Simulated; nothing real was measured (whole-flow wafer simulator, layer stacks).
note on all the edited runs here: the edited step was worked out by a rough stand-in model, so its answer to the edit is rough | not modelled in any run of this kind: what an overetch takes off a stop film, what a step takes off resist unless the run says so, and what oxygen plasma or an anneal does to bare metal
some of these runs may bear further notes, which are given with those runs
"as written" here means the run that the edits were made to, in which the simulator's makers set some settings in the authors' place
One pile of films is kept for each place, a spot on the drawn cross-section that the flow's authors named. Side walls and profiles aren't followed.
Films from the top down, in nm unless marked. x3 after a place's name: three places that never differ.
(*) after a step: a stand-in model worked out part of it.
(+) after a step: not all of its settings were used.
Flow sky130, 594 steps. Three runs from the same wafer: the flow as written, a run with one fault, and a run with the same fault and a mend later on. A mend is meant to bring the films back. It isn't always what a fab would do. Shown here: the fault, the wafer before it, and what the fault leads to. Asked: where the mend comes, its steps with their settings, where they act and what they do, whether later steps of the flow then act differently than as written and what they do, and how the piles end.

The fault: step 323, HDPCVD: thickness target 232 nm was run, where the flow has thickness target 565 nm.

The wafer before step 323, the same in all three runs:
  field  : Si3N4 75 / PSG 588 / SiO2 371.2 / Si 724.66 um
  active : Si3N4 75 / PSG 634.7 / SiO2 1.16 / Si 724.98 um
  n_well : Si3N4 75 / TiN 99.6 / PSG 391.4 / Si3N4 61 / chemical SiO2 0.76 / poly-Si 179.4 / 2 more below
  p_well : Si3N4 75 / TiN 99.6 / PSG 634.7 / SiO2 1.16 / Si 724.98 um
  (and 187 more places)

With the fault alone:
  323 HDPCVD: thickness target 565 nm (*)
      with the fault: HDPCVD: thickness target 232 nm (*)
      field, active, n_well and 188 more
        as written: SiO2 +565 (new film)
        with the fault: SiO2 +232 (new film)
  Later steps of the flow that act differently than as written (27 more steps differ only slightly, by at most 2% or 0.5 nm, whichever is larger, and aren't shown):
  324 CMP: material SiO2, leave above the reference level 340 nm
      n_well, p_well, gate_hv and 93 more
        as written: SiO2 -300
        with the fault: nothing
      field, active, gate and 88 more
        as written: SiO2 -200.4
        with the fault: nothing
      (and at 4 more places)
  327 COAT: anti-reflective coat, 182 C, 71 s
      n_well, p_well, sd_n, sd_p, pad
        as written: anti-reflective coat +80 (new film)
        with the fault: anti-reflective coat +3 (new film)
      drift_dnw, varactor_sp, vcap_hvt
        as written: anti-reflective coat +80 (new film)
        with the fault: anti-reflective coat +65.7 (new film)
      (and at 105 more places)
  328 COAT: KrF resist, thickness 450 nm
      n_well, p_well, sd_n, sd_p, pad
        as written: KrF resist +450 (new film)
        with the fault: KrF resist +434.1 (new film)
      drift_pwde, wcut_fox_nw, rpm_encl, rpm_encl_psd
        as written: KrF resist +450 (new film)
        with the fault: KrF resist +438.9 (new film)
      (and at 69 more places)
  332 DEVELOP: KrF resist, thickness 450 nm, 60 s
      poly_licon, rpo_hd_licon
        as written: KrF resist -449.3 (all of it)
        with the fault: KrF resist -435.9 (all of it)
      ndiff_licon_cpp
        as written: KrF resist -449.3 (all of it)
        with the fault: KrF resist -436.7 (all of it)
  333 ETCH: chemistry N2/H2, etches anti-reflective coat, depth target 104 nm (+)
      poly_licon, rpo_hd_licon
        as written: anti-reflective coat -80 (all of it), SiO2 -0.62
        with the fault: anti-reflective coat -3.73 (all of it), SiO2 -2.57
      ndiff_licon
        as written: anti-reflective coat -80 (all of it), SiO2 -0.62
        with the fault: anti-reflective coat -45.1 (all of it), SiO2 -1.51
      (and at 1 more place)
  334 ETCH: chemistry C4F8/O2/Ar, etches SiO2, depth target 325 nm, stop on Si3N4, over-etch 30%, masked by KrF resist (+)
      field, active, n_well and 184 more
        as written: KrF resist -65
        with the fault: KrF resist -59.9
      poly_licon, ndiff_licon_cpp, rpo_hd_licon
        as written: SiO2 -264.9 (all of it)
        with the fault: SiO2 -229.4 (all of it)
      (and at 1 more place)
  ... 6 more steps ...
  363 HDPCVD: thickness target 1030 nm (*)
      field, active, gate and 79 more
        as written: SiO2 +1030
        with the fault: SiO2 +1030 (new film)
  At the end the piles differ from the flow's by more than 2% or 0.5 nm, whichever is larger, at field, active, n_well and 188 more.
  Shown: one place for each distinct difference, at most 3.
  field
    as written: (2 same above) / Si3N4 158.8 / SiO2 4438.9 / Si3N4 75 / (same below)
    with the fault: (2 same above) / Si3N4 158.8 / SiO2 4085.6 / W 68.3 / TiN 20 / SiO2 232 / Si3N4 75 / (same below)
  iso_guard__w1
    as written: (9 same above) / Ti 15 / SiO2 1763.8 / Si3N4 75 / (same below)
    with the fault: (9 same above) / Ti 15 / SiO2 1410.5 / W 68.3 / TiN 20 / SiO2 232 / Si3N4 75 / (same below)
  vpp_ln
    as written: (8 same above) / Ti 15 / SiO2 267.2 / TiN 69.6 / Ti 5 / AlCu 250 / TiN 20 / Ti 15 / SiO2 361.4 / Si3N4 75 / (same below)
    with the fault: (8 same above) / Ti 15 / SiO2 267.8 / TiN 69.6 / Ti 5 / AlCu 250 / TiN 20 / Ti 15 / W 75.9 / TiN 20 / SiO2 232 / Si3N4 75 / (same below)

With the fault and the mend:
  The mend comes after step 323.
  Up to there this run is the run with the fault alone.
  323a HDPCVD: thickness target 333 nm (*) (the flow's step 323 once more, with other settings)
      field, active, n_well and 188 more
        SiO2 +333
  No later step of the flow acts differently than as written at any place that is followed.
  At the end the piles are the same as the flow's at every place that both follow.
